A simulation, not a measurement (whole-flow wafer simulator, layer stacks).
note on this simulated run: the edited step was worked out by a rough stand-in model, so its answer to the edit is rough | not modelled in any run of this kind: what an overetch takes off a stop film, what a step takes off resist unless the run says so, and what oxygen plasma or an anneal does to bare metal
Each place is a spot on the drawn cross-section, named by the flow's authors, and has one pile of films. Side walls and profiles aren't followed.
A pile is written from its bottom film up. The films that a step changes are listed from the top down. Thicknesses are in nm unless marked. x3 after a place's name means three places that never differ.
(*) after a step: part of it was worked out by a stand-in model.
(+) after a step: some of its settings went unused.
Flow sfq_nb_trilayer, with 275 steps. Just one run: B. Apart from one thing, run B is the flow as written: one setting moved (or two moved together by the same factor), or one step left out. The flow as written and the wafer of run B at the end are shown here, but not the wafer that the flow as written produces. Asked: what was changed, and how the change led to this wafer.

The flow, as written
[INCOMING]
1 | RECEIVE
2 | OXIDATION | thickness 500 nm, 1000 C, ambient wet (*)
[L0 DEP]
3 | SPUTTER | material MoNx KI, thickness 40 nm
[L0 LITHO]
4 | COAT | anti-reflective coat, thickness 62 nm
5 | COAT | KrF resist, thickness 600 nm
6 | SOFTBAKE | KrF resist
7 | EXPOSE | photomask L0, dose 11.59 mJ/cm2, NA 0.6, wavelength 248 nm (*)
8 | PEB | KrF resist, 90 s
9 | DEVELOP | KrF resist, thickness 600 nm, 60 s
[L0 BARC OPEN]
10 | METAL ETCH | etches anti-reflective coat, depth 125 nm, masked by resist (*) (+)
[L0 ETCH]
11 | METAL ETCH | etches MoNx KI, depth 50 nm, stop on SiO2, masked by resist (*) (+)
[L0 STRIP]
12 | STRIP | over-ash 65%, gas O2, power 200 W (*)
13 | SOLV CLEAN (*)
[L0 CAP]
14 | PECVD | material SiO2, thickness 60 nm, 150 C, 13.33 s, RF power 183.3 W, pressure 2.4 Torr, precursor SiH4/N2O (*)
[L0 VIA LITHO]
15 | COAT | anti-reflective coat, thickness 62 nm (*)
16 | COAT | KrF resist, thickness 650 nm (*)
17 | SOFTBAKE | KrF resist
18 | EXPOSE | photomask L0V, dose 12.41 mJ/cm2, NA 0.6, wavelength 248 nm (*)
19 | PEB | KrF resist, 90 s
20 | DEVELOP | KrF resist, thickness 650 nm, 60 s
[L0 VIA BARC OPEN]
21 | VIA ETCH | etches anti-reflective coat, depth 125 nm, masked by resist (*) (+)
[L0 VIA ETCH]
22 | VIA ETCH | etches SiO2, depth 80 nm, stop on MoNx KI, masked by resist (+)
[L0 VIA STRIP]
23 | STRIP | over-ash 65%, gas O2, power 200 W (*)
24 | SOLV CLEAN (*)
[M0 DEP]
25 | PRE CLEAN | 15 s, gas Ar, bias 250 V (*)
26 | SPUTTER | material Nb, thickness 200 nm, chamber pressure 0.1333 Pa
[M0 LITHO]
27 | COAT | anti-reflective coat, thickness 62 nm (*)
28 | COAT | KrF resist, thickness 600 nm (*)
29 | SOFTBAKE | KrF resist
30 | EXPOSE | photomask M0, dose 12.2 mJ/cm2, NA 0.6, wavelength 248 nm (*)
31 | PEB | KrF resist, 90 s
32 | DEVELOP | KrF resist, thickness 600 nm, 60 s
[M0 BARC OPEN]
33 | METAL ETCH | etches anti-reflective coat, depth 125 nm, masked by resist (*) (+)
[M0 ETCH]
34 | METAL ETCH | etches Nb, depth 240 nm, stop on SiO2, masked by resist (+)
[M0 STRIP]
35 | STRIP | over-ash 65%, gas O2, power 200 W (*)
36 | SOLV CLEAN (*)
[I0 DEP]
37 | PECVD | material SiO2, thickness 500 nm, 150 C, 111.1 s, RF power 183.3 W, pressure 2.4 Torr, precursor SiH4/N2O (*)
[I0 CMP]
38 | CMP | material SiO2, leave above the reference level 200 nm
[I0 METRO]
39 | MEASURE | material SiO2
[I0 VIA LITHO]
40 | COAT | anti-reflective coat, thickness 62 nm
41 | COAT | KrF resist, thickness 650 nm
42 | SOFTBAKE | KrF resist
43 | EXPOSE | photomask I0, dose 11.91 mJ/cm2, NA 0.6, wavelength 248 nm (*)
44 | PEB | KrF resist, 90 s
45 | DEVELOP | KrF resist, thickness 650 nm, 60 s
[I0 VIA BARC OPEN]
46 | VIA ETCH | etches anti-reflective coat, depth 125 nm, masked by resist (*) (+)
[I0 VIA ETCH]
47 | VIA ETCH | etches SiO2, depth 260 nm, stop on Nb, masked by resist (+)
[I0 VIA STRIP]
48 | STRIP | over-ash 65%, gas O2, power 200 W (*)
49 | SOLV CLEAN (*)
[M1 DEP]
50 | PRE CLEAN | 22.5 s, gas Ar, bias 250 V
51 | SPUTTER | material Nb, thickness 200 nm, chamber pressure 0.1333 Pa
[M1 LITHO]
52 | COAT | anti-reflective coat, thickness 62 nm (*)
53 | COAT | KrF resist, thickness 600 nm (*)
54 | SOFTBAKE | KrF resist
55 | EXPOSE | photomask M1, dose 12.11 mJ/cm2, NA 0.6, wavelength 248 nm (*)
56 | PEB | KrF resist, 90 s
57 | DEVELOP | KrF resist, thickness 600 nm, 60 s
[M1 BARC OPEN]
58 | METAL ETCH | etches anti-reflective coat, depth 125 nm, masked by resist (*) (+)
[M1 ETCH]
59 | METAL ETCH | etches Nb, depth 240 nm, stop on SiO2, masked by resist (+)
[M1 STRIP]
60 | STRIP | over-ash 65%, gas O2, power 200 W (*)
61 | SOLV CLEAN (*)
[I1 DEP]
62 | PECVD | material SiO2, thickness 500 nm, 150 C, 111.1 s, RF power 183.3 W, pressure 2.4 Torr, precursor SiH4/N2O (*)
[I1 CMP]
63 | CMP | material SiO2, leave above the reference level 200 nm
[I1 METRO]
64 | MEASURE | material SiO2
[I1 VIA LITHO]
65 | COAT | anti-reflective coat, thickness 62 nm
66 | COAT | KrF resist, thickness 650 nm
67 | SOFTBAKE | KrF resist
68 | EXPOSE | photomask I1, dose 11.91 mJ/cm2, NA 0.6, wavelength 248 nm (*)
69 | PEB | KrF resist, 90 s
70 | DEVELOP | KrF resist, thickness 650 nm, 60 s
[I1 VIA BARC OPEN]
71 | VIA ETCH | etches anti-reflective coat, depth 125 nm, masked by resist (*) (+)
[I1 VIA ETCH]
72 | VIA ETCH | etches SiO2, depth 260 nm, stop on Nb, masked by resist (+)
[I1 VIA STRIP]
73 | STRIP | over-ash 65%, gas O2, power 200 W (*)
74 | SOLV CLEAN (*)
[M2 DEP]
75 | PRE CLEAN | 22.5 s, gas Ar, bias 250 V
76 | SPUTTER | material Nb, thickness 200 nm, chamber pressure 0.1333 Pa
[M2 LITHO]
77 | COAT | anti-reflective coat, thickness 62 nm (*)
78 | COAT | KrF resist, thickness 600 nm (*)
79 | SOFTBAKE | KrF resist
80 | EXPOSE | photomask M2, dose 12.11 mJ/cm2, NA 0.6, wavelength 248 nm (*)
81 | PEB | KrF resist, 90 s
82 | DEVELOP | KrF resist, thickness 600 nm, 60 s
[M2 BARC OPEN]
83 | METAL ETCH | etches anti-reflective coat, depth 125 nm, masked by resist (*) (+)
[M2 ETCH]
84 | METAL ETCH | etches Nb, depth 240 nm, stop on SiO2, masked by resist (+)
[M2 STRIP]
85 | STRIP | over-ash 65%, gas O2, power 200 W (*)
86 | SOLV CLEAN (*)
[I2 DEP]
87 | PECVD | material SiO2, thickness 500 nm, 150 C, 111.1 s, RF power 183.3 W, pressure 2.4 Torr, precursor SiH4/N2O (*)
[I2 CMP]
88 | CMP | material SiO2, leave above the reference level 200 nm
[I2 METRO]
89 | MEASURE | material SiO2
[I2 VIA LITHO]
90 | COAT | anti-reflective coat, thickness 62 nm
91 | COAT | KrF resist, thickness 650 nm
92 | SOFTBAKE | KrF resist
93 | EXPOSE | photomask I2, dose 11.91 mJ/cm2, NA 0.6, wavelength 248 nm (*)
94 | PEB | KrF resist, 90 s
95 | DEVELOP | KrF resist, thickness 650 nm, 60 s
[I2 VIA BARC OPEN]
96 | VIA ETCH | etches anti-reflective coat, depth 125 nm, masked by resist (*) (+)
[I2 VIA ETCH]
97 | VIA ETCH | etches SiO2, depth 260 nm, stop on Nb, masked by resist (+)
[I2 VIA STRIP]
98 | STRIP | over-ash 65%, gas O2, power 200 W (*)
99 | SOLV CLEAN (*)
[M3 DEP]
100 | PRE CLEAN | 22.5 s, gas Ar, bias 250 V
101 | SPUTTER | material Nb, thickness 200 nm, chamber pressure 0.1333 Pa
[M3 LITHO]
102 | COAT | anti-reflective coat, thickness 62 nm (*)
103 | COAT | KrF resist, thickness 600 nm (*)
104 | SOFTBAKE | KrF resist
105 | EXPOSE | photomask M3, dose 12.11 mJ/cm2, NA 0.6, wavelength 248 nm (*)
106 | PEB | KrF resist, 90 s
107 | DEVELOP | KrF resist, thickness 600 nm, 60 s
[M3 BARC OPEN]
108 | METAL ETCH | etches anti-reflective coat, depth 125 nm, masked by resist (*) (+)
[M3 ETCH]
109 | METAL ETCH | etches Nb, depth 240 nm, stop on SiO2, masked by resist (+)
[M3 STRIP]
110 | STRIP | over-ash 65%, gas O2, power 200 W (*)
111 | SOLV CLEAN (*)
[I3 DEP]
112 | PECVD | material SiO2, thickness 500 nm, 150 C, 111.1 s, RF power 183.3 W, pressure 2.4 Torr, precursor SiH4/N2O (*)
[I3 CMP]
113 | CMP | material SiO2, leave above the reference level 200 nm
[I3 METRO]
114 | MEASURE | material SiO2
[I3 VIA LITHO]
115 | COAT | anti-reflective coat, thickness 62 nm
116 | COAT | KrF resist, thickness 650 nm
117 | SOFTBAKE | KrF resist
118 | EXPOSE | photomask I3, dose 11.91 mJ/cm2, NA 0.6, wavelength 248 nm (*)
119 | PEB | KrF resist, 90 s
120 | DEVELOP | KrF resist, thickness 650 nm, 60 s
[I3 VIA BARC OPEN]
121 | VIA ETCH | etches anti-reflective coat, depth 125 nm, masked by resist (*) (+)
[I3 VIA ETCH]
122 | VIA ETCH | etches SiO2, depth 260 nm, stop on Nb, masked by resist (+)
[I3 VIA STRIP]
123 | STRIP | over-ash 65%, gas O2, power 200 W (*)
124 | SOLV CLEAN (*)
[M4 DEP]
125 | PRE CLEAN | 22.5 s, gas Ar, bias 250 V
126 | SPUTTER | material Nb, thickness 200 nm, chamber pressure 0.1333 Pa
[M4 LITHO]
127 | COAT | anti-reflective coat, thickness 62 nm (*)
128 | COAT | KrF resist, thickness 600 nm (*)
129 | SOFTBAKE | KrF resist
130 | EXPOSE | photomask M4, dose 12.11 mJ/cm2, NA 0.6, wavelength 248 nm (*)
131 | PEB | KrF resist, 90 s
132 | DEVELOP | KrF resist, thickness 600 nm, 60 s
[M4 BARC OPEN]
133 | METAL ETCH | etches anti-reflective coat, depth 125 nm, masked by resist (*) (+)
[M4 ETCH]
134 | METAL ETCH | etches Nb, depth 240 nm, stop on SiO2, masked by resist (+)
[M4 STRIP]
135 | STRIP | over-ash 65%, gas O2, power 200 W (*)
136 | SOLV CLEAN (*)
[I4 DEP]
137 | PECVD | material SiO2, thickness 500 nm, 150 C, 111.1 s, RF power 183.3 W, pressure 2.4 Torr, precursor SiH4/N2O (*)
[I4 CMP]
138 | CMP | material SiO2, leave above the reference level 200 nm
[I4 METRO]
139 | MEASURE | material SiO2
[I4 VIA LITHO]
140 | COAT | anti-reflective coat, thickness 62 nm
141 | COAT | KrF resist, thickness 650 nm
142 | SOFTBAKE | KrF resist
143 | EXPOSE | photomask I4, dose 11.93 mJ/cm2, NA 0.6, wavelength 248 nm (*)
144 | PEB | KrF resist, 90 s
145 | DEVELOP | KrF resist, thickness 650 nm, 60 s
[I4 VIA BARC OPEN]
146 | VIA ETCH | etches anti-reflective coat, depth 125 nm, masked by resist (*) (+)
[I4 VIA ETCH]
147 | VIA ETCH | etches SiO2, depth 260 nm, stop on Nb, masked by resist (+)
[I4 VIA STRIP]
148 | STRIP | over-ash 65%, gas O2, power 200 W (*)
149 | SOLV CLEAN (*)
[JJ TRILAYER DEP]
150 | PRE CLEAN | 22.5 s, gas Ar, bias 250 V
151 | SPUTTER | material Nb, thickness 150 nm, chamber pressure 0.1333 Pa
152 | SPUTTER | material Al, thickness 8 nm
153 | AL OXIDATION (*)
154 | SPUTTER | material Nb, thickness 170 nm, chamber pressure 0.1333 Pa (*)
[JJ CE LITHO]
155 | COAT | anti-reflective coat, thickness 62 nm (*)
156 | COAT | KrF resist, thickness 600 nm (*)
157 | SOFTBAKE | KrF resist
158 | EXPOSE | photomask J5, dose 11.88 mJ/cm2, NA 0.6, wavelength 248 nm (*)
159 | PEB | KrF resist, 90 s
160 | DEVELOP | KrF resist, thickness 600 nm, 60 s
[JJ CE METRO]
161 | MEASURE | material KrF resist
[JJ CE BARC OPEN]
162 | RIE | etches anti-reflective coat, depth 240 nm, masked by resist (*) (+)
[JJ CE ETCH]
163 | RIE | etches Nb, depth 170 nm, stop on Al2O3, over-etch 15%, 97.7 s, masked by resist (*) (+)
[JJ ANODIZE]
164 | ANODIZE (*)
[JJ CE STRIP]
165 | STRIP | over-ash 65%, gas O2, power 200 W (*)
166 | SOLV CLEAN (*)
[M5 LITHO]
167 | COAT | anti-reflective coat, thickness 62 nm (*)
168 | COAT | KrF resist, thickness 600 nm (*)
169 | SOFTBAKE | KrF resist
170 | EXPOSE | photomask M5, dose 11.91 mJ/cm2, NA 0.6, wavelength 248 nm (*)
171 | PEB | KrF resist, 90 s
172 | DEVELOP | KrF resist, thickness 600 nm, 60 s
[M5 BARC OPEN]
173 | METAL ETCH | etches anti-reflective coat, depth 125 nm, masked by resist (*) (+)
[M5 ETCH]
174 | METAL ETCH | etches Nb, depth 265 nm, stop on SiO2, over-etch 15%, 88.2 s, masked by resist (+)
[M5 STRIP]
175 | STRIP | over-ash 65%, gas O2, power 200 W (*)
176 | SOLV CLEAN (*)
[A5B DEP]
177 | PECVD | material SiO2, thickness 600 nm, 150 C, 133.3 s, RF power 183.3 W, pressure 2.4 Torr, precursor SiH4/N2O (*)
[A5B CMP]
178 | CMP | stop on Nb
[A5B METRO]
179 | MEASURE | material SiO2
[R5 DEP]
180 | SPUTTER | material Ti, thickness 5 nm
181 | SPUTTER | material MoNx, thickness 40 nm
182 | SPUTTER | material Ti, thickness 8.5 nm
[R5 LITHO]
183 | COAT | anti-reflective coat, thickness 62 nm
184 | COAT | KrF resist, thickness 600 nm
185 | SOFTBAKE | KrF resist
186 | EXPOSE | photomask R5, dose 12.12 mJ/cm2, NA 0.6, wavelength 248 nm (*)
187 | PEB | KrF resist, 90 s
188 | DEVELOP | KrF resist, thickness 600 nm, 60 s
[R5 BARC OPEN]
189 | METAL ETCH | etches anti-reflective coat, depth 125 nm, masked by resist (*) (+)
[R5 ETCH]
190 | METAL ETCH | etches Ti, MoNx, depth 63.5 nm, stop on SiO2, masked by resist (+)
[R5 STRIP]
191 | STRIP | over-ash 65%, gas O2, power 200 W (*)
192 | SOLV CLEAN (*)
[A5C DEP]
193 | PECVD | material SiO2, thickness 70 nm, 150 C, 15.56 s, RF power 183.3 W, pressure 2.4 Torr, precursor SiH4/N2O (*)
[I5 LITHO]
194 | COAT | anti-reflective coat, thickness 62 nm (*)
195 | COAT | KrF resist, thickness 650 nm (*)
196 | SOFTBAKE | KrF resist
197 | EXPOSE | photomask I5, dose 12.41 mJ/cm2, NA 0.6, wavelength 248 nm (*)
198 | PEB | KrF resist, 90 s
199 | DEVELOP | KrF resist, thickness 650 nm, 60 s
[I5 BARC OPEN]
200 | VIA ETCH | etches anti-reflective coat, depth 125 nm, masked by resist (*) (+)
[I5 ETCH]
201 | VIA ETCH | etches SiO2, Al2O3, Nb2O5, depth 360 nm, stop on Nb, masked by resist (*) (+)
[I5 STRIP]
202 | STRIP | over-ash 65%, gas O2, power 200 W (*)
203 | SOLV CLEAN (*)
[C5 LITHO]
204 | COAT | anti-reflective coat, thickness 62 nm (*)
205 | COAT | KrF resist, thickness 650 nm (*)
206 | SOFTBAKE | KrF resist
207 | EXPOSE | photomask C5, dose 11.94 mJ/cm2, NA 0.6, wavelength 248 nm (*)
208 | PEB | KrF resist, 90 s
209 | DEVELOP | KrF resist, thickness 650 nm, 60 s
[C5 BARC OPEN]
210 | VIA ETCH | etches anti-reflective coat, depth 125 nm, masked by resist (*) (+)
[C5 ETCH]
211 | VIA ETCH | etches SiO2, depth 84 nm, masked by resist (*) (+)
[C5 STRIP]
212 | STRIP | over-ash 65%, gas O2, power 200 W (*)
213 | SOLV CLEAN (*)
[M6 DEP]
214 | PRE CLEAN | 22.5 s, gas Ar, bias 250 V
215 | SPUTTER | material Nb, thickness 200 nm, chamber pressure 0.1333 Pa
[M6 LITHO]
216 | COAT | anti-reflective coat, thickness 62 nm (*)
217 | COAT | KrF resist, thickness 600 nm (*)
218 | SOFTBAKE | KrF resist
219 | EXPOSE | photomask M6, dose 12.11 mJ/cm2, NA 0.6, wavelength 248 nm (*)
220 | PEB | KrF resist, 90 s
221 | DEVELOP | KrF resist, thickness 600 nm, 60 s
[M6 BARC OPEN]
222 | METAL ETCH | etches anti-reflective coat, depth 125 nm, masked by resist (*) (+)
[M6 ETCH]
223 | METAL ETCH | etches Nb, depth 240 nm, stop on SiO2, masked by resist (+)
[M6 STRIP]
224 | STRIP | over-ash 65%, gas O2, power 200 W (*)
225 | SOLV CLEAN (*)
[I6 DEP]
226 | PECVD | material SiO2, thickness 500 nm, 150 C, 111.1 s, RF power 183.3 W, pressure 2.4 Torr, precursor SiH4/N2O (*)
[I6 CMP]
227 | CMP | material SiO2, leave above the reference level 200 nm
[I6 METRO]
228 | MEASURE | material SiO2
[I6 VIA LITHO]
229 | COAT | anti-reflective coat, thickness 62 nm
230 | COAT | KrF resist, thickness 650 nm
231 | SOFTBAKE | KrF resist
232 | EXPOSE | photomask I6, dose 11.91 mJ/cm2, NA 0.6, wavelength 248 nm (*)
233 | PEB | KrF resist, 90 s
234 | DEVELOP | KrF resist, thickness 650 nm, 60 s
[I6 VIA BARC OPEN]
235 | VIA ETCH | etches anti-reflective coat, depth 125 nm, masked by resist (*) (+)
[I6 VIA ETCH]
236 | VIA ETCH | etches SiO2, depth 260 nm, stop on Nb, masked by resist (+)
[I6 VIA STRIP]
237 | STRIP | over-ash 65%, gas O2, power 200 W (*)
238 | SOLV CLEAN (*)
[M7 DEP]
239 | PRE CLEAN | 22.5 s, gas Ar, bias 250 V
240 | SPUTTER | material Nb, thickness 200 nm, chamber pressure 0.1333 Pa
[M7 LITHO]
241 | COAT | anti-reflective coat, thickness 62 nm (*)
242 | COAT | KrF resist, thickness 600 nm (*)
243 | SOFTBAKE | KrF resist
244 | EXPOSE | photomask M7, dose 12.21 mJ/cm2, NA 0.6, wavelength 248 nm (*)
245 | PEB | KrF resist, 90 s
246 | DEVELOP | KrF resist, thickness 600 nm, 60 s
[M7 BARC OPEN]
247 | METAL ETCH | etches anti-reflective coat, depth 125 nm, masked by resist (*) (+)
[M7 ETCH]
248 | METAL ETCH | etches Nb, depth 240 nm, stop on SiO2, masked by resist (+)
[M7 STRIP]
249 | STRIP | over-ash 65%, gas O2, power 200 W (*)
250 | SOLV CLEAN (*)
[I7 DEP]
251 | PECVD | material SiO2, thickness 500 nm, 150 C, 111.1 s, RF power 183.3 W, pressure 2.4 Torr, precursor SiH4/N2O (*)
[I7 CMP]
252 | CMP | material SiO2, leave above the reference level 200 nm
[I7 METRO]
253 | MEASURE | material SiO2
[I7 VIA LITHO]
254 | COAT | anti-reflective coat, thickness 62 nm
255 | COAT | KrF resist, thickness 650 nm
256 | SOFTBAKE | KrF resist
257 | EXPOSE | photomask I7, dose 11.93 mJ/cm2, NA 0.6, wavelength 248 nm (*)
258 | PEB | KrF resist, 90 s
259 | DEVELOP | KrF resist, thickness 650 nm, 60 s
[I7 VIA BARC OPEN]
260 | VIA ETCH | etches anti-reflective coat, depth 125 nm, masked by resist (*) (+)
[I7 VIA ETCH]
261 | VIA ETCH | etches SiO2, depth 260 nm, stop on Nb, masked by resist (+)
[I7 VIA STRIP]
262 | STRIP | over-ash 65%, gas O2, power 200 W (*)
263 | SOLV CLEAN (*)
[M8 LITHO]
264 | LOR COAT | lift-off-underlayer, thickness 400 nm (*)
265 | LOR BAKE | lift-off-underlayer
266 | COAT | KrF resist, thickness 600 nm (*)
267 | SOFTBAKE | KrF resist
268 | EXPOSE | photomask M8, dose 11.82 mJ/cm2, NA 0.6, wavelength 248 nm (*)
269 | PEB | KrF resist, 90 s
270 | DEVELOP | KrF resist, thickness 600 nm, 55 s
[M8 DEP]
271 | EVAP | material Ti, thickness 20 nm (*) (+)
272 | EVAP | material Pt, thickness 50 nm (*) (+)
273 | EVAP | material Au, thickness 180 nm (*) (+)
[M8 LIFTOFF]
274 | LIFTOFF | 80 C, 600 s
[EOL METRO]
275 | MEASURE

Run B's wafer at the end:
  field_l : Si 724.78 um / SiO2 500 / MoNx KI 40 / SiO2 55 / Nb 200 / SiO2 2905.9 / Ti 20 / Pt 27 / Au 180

What caused this: step 272, EVAP: thickness 27 nm was run, while the flow as written has thickness 50 nm.
The wafer itself shows it: field_l has Pt 27, and step 272 as written asks for 50 nm.

Step by step, how the change led to this:
  272 | EVAP | material Pt, thickness 50 nm (*) (+)
      field_l, v_sur, via_wl and 103 more: +27 Pt (new film) (it would be, as written: +50 Pt (new film))
  274 | LIFTOFF | 80 C, 600 s
      p4_fl, p4_fm, p4_w1 and 71 more: -180 Au (all of it), -27 Pt (all of it), -20 Ti (all of it), -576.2 KrF resist (all of it), -400 lift-off-underlayer (all of it) (it would be, as written: -180 Au (all of it), -50 Pt (all of it), -20 Ti (all of it), -576.2 KrF resist (all of it), -400 lift-off-underlayer (all of it))
      c5j, ce_r: -180 Au (all of it), -27 Pt (all of it), -20 Ti (all of it), -573.3 KrF resist (all of it), -399.3 lift-off-underlayer (all of it) (it would be, as written: -180 Au (all of it), -50 Pt (all of it), -20 Ti (all of it), -573.3 KrF resist (all of it), -399.3 lift-off-underlayer (all of it))
      (as well as at 19 more places)
